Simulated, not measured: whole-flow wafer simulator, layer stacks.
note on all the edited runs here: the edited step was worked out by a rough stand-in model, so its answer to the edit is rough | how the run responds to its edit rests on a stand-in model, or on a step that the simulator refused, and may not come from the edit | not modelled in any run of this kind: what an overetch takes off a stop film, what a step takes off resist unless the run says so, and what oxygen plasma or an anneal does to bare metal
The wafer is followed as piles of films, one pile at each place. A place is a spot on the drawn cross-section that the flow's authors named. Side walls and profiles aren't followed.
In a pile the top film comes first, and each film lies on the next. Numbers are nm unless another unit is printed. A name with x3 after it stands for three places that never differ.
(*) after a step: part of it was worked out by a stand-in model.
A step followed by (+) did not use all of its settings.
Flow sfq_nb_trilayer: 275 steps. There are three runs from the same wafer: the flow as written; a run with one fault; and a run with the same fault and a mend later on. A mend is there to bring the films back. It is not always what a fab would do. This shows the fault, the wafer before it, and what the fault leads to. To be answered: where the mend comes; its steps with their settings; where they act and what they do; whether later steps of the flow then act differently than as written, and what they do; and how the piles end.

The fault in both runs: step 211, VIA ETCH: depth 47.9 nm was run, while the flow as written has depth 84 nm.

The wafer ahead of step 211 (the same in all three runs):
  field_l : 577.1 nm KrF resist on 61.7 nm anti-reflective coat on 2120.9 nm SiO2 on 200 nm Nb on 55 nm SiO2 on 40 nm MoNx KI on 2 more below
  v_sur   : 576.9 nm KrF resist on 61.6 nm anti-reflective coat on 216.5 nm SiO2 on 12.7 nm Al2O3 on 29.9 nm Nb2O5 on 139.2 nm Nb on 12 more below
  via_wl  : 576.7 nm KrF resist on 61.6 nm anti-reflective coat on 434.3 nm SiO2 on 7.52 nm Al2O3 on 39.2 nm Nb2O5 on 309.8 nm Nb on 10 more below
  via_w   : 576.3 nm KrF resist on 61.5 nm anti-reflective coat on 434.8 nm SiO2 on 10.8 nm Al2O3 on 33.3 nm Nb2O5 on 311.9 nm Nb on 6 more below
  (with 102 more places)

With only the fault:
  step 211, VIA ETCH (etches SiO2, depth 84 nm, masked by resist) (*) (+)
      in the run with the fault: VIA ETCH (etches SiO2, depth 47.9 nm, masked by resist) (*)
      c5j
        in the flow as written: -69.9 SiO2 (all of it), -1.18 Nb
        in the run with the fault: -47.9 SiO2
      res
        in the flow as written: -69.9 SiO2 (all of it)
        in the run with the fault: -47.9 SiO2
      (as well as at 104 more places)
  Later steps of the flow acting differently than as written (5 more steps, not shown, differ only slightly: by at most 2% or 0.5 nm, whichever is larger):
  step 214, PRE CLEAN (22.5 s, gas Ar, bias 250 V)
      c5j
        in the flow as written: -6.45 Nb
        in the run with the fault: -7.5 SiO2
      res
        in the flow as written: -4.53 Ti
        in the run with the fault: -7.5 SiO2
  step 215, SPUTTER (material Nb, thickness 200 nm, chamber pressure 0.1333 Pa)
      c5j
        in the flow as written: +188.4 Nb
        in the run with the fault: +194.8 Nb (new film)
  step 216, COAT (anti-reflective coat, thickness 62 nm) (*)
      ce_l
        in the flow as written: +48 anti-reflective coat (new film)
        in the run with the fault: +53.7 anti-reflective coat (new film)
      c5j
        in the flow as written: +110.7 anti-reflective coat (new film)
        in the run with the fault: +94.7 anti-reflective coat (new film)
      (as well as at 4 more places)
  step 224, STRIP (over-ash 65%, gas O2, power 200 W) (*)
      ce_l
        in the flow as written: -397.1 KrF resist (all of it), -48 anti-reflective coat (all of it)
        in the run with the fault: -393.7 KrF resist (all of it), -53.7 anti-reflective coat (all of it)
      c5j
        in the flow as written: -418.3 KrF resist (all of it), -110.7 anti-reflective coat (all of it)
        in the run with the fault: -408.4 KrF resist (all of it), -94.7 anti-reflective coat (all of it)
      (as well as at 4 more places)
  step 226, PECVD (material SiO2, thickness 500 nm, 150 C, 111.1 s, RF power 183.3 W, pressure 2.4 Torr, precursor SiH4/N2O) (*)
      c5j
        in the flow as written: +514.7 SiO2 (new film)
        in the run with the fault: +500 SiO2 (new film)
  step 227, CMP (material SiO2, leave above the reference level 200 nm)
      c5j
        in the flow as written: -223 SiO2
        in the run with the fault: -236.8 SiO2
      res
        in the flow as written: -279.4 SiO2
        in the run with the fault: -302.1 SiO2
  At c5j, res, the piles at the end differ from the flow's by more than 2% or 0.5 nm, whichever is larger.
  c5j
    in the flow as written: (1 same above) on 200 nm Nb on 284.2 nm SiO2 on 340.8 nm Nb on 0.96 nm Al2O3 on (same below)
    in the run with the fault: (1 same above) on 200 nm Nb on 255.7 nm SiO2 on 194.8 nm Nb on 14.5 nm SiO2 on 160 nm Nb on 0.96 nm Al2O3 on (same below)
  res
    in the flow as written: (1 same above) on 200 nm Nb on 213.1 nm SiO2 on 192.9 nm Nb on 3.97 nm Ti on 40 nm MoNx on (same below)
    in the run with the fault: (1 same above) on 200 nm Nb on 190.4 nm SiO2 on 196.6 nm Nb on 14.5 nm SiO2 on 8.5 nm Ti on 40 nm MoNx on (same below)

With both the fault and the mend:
  The mend stands after step 212.
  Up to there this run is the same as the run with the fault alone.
  step 212a, COAT (anti-reflective coat, thickness 62 nm) (*) (the flow's step 204 again)
      field_r, ln_m5, lsp_m and 64 more
        +62 anti-reflective coat (new film)
      ln_m6, lsp_r, l0_sur, l0v, wl_a_sl, wl_a_m6, wl_a_sr, wl_g_sr
        +61.9 anti-reflective coat (new film)
      v_sur, via_wl
        +61.5 anti-reflective coat (new film)
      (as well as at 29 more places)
  step 212b, COAT (KrF resist, thickness 650 nm) (*) (the flow's step 205 again)
      l0v, p4_fl x3, p4_w1 x9 and 35 more
        +650 KrF resist (new film)
      wl_b_m5, wl_b_sr, wl_c_sl and 12 more
        +649.9 KrF resist (new film)
      lsp_r, wl_j_sl, wl_j_sr
        +650.2 KrF resist (new film)
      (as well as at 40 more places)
  step 212c, SOFTBAKE (KrF resist) (the flow's step 206 again)
      does not change any film at any place that is followed
  step 212d, EXPOSE (photomask C5, dose 11.94 mJ/cm2, NA 0.6, wavelength 248 nm) (*) (the flow's step 207 again)
      does not change any film at any place that is followed
  step 212e, PEB (KrF resist, 90 s) (the flow's step 208 again)
      field_l, sp_r, moat and 79 more
        -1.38 KrF resist
      v_sur, via_wl, via_w, via_wr, via_sp, be_sur, jj_sur
        -1.37 KrF resist
      via_v, wire, res
        -1.36 KrF resist
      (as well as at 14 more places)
  step 212f, DEVELOP (KrF resist, thickness 650 nm, 60 s) (the flow's step 209 again)
      field_l, v_sur, via_wl and 101 more
        -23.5 KrF resist
      c5j
        -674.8 KrF resist (all of it)
      res
        -642.7 KrF resist (all of it)
  step 212g, VIA ETCH (etches anti-reflective coat, depth 125 nm, masked by resist) (*) (+) (the flow's step 210 again)
      field_l, v_sur, via_wl and 101 more
        -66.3 KrF resist
      c5j
        -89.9 anti-reflective coat (all of it), -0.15 SiO2
      res
        -79.6 anti-reflective coat (all of it), -0.2 SiO2
  step 212h, VIA ETCH (etches SiO2, depth 36.1 nm, masked by resist) (*) (+) (the flow's step 211 again, with other settings)
      field_l, v_sur, via_wl and 101 more
        -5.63 KrF resist
      c5j
        -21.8 SiO2 (all of it), -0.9 Nb
      res
        -21.8 SiO2 (all of it)
  step 212i, STRIP (over-ash 65%, gas O2, power 200 W) (*) (the flow's step 212 again)
      p4_fl x3, p4_w1 x9, p4_g1 x2 and 33 more
        -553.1 KrF resist (all of it), -62 anti-reflective coat (all of it)
      wl_b_sl, wl_b_m5, wl_b_sr and 14 more
        -553 KrF resist (all of it), -62 anti-reflective coat (all of it)
      wl_j_sl, wl_j_sr
        -553.3 KrF resist (all of it), -60.2 anti-reflective coat (all of it)
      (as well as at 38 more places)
  Every later step of the flow that is run acts as written, at every place that is followed, to within 2% or 0.5 nm, whichever is larger.
  When the end is reached, the piles differ only a little from the flow's at the places that both follow, at most by 2% or 0.5 nm, whichever is larger.
